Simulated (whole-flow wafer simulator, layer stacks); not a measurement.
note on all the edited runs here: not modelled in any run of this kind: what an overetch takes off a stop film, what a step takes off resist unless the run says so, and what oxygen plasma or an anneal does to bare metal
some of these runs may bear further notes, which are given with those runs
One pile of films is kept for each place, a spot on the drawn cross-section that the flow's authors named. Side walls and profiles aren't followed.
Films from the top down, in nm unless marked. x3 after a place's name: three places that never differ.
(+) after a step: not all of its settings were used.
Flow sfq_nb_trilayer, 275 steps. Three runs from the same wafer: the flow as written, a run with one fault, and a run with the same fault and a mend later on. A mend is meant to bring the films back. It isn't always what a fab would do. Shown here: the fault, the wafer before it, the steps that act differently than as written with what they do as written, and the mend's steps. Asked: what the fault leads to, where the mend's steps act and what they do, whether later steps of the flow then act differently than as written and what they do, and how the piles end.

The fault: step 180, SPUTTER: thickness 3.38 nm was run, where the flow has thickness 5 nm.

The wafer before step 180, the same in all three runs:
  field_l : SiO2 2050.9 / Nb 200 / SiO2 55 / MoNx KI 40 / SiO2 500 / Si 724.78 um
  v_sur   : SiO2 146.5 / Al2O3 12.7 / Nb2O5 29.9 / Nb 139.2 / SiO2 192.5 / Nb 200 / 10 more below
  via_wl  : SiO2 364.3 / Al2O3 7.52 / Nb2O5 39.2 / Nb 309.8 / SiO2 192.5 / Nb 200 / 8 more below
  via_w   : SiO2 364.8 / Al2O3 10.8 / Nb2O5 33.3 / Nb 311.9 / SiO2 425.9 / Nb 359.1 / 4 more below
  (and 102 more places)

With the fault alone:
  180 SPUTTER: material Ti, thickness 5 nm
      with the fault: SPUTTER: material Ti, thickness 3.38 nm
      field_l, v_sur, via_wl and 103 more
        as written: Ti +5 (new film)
        with the fault: Ti +3.38 (new film)
  Later steps of the flow that act differently than as written (20 more steps differ only slightly, by at most 2% or 0.5 nm, whichever is larger, and aren't shown):
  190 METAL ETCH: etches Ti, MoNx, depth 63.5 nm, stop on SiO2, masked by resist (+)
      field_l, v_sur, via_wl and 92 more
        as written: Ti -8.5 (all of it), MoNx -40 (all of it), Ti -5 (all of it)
        with the fault: Ti -8.5 (all of it), MoNx -40 (all of it), Ti -3.38 (all of it)
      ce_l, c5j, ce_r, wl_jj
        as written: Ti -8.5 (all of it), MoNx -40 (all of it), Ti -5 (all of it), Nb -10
        with the fault: Ti -8.5 (all of it), MoNx -40 (all of it), Ti -3.38 (all of it), Nb -11.6
  At the end the piles differ from the flow's by more than 2% or 0.5 nm, whichever is larger, at be_r, r_sur, res, r_end, r5r_line_l, r5r_line_c, r5r_line_r.
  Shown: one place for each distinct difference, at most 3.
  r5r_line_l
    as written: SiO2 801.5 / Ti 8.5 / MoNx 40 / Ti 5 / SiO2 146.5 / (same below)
    with the fault: SiO2 803.1 / Ti 8.5 / MoNx 40 / Ti 3.38 / SiO2 146.5 / (same below)
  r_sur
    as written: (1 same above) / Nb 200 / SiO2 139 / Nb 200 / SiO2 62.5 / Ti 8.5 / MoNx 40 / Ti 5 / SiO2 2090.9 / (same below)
    with the fault: (1 same above) / Nb 200 / SiO2 140.6 / Nb 200 / SiO2 62.5 / Ti 8.5 / MoNx 40 / Ti 3.38 / SiO2 2090.9 / (same below)
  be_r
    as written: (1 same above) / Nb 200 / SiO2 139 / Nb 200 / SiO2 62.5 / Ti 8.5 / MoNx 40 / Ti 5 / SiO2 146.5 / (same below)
    with the fault: (1 same above) / Nb 200 / SiO2 140.6 / Nb 200 / SiO2 62.5 / Ti 8.5 / MoNx 40 / Ti 3.38 / SiO2 146.5 / (same below)

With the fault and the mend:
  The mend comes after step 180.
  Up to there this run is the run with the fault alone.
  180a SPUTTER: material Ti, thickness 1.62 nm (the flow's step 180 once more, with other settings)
      field_l, v_sur, via_wl and 103 more
        Ti +1.62
  No later step of the flow acts differently than as written at any place that is followed.
  At the end the piles are the same as the flow's at every place that both follow.
